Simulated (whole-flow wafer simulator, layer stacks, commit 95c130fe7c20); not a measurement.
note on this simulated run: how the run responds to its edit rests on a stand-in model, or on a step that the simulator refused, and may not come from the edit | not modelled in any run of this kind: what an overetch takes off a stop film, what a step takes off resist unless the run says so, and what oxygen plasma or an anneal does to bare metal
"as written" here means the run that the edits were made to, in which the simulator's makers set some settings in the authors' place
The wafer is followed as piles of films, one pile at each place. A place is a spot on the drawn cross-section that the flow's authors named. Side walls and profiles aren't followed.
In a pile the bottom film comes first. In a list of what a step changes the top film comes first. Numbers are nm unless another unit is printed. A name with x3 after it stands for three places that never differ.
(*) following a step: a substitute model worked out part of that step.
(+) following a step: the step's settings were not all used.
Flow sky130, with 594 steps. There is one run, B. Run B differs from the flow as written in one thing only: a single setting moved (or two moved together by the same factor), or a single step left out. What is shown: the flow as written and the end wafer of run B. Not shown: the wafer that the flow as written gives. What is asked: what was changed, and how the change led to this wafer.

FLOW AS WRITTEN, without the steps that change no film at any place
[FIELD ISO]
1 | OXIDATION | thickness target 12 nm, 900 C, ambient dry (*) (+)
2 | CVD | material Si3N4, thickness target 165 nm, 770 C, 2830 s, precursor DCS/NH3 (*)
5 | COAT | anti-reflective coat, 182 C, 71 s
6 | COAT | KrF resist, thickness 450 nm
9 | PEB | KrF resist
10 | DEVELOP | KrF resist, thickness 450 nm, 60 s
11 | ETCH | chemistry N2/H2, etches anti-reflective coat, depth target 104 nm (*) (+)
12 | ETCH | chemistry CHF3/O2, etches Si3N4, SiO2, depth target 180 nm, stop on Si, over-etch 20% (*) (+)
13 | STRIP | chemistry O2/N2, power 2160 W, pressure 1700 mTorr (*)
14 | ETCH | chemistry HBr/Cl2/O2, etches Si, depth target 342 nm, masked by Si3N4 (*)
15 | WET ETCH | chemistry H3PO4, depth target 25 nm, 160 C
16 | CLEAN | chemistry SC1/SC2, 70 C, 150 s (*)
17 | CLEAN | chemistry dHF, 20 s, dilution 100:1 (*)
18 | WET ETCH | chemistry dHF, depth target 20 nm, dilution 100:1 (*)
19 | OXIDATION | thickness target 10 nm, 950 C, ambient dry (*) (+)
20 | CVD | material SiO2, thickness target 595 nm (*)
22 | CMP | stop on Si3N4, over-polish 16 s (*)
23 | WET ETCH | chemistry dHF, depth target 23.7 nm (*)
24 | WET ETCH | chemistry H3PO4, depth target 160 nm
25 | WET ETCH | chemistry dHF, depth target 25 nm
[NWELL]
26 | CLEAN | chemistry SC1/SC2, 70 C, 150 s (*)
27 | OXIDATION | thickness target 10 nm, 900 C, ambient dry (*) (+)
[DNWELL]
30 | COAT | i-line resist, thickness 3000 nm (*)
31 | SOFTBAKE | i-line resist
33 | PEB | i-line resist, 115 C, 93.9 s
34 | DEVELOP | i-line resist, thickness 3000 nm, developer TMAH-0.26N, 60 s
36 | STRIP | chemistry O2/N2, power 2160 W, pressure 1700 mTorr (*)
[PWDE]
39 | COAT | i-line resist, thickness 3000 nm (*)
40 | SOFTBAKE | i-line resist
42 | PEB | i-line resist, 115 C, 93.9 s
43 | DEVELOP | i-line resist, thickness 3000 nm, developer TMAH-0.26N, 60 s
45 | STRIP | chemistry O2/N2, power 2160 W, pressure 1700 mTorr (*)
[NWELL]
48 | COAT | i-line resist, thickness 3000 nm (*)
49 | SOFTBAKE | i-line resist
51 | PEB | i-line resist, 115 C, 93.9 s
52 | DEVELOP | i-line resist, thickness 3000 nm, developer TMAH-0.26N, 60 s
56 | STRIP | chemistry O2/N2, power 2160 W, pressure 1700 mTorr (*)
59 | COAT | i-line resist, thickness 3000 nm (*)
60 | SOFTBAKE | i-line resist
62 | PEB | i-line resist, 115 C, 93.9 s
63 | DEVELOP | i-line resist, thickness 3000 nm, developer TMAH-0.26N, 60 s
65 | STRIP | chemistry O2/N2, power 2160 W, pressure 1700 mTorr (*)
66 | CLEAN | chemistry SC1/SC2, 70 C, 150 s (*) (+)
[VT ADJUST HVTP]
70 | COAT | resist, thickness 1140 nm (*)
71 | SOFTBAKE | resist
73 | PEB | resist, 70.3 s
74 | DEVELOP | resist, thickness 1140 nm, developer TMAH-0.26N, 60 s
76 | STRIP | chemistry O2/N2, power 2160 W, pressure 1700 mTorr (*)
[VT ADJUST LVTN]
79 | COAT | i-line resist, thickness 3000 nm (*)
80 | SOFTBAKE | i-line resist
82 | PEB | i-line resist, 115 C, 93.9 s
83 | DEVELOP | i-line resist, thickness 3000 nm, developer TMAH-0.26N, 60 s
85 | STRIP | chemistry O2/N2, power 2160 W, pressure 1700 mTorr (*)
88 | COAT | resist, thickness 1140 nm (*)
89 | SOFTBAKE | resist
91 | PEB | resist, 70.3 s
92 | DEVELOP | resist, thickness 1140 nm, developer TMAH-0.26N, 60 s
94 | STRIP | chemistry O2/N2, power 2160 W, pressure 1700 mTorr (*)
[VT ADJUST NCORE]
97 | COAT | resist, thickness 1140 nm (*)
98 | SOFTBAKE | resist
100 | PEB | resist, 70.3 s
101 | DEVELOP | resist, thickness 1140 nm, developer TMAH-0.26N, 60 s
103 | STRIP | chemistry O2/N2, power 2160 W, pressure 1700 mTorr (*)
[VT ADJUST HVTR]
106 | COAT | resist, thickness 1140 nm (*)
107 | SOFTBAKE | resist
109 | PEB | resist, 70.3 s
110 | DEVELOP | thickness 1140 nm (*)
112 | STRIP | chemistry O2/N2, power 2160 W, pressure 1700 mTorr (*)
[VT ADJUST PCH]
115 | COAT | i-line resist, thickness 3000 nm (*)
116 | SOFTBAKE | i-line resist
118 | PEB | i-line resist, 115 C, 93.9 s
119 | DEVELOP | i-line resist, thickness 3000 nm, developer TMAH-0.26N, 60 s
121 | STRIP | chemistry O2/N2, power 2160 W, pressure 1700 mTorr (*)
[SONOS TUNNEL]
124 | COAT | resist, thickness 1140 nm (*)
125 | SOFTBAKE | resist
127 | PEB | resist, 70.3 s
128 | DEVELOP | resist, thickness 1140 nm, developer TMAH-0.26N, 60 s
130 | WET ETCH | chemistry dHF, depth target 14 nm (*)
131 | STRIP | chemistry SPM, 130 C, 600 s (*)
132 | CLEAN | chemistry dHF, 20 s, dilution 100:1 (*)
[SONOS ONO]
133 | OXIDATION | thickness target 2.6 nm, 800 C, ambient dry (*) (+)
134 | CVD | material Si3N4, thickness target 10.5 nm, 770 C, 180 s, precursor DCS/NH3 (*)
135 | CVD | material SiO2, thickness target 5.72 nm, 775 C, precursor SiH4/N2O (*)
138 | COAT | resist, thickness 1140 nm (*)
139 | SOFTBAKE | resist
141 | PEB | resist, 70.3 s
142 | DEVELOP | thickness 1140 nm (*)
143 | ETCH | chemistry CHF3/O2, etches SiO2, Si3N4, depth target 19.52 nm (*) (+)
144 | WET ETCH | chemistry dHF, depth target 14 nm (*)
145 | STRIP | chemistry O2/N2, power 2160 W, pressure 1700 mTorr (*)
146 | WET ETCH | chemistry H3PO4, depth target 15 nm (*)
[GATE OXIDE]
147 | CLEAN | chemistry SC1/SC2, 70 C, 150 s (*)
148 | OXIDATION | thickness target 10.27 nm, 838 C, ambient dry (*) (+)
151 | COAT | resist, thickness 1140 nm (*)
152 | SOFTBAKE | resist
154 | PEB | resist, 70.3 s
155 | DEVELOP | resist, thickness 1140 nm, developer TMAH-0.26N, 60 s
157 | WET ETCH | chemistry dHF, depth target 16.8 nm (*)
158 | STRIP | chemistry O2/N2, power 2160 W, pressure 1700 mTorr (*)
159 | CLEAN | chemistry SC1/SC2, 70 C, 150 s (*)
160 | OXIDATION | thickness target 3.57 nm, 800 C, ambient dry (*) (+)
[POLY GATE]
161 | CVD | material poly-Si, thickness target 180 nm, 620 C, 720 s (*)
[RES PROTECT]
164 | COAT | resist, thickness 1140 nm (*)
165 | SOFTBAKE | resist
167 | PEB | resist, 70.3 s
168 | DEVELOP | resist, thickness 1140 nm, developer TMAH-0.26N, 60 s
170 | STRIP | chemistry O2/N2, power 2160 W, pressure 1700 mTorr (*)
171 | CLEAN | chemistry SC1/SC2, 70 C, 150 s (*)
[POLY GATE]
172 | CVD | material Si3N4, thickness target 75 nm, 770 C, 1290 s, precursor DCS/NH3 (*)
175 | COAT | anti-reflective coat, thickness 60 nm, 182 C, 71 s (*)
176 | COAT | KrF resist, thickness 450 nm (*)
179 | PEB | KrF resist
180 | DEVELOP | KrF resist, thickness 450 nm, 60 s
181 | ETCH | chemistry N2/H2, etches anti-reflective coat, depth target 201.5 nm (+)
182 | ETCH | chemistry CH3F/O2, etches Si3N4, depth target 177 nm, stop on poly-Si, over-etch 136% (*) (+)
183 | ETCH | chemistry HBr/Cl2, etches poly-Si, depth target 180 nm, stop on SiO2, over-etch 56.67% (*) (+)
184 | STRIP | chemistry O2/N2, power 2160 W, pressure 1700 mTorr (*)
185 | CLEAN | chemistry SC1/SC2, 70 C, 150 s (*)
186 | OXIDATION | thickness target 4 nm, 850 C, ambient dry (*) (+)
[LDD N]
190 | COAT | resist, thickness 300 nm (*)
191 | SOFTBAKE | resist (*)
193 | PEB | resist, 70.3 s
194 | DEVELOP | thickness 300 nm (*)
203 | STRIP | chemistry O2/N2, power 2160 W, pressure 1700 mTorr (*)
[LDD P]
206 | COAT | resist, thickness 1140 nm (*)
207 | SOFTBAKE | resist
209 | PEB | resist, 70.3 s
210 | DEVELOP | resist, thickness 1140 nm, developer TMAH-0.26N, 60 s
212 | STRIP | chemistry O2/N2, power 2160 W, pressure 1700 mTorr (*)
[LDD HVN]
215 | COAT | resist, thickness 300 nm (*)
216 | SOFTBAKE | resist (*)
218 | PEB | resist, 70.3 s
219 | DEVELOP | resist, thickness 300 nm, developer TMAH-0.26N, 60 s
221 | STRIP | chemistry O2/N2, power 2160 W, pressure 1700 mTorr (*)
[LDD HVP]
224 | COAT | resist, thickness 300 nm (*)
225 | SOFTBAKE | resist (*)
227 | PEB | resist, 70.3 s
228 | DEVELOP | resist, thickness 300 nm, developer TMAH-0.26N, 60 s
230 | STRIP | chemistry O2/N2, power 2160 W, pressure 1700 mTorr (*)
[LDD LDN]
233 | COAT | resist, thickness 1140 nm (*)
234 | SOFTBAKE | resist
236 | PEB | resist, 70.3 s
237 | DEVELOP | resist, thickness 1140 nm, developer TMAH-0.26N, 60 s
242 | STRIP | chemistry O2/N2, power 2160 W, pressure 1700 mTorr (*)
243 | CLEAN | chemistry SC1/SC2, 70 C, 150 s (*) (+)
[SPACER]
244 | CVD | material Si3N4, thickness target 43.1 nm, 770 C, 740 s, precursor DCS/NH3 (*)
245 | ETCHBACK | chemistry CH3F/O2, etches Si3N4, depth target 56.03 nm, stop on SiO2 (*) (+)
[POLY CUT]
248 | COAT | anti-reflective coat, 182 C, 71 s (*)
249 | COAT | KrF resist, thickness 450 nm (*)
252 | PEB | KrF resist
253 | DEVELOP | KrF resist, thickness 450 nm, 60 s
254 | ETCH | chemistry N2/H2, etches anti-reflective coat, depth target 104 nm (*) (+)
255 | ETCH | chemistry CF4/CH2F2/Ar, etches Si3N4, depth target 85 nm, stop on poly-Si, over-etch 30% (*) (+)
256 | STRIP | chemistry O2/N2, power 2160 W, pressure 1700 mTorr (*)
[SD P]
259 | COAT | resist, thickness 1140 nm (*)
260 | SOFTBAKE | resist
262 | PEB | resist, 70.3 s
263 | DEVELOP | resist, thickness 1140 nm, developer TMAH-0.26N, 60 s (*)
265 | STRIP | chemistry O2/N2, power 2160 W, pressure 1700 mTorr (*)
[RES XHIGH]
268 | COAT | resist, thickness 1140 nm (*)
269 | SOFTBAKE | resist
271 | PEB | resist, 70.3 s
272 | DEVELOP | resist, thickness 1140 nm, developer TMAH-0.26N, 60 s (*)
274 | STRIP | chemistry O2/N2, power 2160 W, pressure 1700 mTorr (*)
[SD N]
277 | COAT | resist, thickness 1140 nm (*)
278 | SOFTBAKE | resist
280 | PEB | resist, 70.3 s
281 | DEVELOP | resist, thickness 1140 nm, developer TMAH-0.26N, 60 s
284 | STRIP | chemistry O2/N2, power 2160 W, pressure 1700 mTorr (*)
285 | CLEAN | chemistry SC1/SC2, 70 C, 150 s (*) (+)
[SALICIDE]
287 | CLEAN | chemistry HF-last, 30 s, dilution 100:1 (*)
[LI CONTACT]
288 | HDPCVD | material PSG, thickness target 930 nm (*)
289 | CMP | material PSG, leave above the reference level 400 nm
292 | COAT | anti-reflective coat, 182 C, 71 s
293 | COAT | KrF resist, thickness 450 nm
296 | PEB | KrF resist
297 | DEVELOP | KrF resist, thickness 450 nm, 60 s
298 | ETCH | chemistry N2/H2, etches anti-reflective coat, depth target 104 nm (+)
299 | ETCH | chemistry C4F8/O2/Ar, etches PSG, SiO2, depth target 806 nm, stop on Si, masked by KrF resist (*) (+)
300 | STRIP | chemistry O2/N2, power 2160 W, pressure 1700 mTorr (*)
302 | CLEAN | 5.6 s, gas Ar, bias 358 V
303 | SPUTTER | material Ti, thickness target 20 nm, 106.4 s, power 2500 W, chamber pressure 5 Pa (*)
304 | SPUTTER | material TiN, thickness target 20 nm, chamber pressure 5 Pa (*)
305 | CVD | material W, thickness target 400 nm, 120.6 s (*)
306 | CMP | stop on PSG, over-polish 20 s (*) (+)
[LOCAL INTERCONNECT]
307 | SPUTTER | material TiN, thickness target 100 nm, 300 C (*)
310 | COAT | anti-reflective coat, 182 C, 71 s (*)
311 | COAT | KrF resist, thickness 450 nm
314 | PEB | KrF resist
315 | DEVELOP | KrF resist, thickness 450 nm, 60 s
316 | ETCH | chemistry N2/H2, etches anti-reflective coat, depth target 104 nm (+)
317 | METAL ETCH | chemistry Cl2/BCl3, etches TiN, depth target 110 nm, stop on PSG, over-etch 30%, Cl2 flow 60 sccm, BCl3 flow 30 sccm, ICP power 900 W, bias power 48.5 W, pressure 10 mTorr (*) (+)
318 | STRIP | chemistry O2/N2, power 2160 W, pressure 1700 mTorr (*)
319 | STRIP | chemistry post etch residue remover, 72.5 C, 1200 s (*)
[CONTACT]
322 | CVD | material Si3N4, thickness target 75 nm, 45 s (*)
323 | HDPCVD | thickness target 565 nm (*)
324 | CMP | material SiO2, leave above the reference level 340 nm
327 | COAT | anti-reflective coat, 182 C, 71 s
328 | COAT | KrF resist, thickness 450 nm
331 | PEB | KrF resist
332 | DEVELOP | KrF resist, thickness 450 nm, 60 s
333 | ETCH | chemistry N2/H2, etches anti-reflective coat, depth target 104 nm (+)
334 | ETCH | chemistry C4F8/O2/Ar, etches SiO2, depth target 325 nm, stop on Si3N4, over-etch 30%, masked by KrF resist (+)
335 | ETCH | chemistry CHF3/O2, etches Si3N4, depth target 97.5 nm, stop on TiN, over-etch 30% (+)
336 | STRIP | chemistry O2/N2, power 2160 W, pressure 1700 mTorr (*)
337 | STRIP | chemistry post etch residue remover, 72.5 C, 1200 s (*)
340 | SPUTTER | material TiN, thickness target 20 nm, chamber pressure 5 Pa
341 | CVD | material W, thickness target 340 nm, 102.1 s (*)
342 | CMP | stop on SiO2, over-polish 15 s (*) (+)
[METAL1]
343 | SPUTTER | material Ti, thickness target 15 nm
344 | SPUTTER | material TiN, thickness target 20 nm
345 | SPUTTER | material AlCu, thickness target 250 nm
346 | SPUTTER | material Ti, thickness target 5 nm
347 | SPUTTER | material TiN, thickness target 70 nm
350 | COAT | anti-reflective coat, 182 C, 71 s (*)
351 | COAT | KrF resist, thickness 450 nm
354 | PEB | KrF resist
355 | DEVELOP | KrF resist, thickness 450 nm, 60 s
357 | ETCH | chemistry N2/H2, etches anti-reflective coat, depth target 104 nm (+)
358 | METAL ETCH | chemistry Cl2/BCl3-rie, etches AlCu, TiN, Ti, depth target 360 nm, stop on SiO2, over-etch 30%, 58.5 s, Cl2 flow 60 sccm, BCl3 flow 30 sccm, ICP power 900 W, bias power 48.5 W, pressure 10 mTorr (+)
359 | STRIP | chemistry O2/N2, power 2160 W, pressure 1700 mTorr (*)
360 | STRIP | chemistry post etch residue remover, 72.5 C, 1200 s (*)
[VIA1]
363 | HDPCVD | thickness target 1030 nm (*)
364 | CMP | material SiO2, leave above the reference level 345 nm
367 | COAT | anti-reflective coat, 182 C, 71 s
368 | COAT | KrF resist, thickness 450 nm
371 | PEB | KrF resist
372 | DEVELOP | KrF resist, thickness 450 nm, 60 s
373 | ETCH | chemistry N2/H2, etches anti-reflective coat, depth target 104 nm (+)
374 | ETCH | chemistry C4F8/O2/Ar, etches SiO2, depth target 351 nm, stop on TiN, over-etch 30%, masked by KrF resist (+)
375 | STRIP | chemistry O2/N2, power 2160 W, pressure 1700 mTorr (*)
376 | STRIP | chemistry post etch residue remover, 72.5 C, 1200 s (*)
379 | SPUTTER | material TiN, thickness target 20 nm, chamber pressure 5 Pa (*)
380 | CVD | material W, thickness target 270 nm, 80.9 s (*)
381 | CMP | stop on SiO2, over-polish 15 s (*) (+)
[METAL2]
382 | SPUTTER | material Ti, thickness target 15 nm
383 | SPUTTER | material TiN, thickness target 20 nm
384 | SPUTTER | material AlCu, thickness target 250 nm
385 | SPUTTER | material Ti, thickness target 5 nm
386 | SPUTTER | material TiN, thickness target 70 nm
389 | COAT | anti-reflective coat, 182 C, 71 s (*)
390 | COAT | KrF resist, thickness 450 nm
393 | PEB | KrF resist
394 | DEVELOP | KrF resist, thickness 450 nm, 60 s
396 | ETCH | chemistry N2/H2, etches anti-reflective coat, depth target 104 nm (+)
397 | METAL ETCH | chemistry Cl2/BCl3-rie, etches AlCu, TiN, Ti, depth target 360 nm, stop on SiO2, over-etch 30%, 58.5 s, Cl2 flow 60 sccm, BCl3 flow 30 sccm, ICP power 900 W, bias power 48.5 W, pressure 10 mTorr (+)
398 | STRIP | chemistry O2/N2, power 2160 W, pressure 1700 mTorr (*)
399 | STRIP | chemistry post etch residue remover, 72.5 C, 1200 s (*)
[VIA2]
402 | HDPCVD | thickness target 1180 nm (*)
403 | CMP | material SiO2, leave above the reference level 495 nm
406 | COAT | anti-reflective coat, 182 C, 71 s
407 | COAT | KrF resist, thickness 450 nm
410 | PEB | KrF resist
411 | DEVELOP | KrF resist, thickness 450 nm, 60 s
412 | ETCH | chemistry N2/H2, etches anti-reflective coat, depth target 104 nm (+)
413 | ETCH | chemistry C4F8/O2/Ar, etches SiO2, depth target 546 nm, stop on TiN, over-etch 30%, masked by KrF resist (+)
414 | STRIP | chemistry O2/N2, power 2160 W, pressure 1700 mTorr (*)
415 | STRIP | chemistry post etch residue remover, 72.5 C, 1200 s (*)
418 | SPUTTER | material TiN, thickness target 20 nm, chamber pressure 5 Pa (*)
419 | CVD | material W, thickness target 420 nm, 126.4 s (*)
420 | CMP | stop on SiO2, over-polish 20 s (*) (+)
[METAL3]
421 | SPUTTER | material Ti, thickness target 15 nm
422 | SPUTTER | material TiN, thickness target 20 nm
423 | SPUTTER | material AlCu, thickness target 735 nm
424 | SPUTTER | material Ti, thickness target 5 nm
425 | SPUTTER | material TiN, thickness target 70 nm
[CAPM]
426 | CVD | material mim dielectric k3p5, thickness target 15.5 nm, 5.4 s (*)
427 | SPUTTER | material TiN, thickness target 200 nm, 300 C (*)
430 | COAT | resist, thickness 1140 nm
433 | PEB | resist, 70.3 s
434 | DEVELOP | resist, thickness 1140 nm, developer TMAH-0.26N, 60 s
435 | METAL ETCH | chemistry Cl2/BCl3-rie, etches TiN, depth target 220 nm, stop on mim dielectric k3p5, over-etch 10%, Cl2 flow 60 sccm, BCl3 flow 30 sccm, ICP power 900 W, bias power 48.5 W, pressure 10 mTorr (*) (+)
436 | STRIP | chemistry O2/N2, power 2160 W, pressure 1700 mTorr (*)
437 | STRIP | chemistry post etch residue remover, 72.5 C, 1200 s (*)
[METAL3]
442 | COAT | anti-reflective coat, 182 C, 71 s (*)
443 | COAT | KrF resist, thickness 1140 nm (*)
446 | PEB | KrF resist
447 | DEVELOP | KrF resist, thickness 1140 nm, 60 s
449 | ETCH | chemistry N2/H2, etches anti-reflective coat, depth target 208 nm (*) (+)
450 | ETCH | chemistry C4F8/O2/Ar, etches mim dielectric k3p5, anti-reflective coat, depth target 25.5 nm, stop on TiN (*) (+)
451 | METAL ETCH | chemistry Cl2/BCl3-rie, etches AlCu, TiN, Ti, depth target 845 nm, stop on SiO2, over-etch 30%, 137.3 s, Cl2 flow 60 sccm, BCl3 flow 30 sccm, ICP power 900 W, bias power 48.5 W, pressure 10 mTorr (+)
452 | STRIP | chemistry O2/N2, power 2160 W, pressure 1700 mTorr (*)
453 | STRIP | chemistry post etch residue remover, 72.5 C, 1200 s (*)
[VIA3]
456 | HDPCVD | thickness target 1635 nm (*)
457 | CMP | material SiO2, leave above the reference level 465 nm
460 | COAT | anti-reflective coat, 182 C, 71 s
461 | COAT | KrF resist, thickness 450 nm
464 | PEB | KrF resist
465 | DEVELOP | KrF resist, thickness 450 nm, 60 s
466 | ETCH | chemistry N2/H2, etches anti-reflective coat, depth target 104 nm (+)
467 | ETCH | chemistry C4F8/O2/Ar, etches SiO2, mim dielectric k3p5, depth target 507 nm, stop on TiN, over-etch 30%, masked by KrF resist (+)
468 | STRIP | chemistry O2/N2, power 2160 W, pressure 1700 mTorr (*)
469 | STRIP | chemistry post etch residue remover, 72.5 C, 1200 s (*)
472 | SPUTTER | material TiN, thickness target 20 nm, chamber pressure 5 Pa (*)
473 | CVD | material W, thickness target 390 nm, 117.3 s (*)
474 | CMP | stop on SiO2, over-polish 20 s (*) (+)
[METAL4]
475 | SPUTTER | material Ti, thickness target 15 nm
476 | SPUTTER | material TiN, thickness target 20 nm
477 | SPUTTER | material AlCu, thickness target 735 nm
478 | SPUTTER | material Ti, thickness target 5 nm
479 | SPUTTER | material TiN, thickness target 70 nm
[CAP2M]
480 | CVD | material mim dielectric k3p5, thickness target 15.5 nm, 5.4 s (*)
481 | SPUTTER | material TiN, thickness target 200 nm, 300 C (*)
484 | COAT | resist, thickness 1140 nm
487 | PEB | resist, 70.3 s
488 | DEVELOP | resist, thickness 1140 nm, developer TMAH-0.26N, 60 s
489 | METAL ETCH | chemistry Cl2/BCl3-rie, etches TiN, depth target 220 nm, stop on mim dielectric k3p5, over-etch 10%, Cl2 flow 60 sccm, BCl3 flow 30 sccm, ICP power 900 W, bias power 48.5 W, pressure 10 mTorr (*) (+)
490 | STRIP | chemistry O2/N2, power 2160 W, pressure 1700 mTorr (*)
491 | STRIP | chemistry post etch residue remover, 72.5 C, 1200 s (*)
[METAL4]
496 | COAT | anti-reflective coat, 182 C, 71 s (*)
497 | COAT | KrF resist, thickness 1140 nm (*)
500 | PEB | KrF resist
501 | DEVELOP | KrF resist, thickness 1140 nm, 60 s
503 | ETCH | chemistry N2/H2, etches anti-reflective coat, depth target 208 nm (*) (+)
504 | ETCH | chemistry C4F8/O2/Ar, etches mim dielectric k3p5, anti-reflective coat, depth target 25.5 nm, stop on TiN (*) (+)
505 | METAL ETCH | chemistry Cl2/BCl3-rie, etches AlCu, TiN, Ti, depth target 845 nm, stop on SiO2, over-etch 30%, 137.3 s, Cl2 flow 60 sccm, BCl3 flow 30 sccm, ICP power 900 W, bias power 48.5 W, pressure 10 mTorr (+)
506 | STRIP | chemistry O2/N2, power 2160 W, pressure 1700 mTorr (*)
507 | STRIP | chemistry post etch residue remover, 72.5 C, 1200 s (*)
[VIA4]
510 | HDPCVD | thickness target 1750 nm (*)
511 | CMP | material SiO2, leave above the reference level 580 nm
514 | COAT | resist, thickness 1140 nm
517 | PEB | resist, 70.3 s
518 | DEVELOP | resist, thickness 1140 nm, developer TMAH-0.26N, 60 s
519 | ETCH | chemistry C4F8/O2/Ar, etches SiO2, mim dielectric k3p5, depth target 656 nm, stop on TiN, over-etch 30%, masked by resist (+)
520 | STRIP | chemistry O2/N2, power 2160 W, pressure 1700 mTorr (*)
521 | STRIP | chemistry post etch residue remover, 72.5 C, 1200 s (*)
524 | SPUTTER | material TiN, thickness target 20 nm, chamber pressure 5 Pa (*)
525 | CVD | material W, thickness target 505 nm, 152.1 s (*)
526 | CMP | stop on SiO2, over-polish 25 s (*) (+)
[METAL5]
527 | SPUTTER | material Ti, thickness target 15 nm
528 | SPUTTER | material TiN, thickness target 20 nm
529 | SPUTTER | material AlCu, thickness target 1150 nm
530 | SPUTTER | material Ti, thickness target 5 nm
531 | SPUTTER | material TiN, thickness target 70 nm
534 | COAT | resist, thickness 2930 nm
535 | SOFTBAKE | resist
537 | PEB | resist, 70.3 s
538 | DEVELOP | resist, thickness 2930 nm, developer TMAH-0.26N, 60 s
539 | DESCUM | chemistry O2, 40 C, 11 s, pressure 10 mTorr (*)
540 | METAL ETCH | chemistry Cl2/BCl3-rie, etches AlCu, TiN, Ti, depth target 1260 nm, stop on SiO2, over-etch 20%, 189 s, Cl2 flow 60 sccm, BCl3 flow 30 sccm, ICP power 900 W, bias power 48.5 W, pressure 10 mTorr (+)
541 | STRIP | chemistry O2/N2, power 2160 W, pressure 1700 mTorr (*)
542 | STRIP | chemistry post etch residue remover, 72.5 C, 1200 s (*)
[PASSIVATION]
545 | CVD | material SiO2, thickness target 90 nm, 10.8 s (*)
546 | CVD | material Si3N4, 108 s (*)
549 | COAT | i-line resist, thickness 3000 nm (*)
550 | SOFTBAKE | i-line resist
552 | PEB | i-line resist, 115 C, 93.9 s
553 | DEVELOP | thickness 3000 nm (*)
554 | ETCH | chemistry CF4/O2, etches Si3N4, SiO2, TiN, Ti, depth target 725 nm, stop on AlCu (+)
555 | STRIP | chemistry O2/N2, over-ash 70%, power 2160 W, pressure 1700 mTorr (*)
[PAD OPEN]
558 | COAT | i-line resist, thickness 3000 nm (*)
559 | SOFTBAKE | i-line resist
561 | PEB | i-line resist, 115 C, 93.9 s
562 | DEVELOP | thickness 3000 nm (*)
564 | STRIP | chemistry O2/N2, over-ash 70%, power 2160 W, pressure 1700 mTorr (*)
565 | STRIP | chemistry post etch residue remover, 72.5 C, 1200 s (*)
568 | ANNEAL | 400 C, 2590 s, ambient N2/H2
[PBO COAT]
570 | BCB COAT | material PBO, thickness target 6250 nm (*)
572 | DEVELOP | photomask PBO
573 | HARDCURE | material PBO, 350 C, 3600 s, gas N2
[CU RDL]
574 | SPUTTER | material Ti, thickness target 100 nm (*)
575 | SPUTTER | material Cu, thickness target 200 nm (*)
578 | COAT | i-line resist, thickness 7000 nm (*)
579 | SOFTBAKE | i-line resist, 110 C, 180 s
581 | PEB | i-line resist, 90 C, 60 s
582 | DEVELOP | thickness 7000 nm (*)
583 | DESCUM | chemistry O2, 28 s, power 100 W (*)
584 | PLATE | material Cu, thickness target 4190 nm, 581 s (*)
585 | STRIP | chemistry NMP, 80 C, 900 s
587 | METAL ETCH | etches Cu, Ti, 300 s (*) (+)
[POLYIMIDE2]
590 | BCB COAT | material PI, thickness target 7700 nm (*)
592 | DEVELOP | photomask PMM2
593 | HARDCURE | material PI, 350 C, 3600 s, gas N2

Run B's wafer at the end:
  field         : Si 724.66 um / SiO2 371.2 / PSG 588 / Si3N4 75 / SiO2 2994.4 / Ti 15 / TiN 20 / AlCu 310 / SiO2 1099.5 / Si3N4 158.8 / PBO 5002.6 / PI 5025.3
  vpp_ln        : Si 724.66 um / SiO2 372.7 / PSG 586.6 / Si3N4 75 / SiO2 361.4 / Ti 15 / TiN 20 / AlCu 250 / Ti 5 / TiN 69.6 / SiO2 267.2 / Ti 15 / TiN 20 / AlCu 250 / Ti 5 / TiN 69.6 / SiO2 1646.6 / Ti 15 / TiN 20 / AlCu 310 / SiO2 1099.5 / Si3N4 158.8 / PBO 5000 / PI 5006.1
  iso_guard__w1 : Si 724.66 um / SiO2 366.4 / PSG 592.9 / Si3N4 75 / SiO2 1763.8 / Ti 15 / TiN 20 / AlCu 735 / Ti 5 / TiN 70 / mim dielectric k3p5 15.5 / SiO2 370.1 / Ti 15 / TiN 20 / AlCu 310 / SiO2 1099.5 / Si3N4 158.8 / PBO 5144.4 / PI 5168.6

The reason: step 505, METAL ETCH: depth target 380.2 nm was run, though the flow has depth target 845 nm; step 505, METAL ETCH: 61.8 s was run, where the flow has 137.3 s.

How this came from the change, step by step:
  505 | METAL ETCH | chemistry Cl2/BCl3-rie, etches AlCu, TiN, Ti, depth target 845 nm, stop on SiO2, over-etch 30%, 137.3 s, Cl2 flow 60 sccm, BCl3 flow 30 sccm, ICP power 900 W, bias power 48.5 W, pressure 10 mTorr (+)
      field, gate, spacer and 68 more: -70 TiN (all of it), -5 Ti (all of it), -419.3 AlCu (it would be, as written: -70 TiN (all of it), -5 Ti (all of it), -735 AlCu (all of it), -20 TiN (all of it), -15 Ti (all of it), -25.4 SiO2)
      active, vpp_iso1, mim_edge_plate and 14 more: -70 TiN (all of it), -5 Ti (all of it), -419.3 AlCu (it would be, as written: -70 TiN (all of it), -5 Ti (all of it), -735 AlCu (all of it), -20 TiN (all of it), -15 Ti (all of it), -25.3 SiO2)
      (and at 105 other places as well)
  506 | STRIP | chemistry O2/N2, power 2160 W, pressure 1700 mTorr (*)
      n_well, p_well, gate_hv and 81 more: -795 KrF resist (all of it), -80 anti-reflective coat (all of it) (it would be, as written: -492.9 KrF resist (all of it), -80 anti-reflective coat (all of it))
      m1, via3_hole: -795.1 KrF resist (all of it), -80.5 anti-reflective coat (all of it) (it would be, as written: -493 KrF resist (all of it), -80.5 anti-reflective coat (all of it))
      (and at 19 other places as well)
  507 | STRIP | chemistry post etch residue remover, 72.5 C, 1200 s (*)
      field, active, gate and 85 more: -5.72 AlCu (it would be, as written: nothing)
  510 | HDPCVD | thickness target 1750 nm (*)
      field, active, gate and 85 more: +1750 SiO2 (new film) (it would be, as written: +1750 SiO2)
  511 | CMP | material SiO2, leave above the reference level 580 nm
      field, active, gate and 77 more: -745 SiO2 (it would be, as written: -374.7 SiO2)
      iso_guard__w1, mim_edge_gap, vpp_l1ln, vpp_m3ln, rpm_encl, via2_enc, rpm_encl_psd, iso_guard_nsd_tip: -745 SiO2 (it would be, as written: -374.6 SiO2)
Taking metal films that touch as one body, field has 1 body; the flow as written gives 0 bodies.
Taking metal films that touch as one body, vpp_ln has 3 bodies (between them, from the top down: SiO2 1646.6; SiO2 267.2); the flow as written gives 2 bodies (between them, from the top down: SiO2 267.2).
Taking metal films that touch as one body, iso_guard__w1 has 2 bodies (between them, from the top down: SiO2 370.1 / mim dielectric k3p5 15.5); the flow as written gives 1 body.
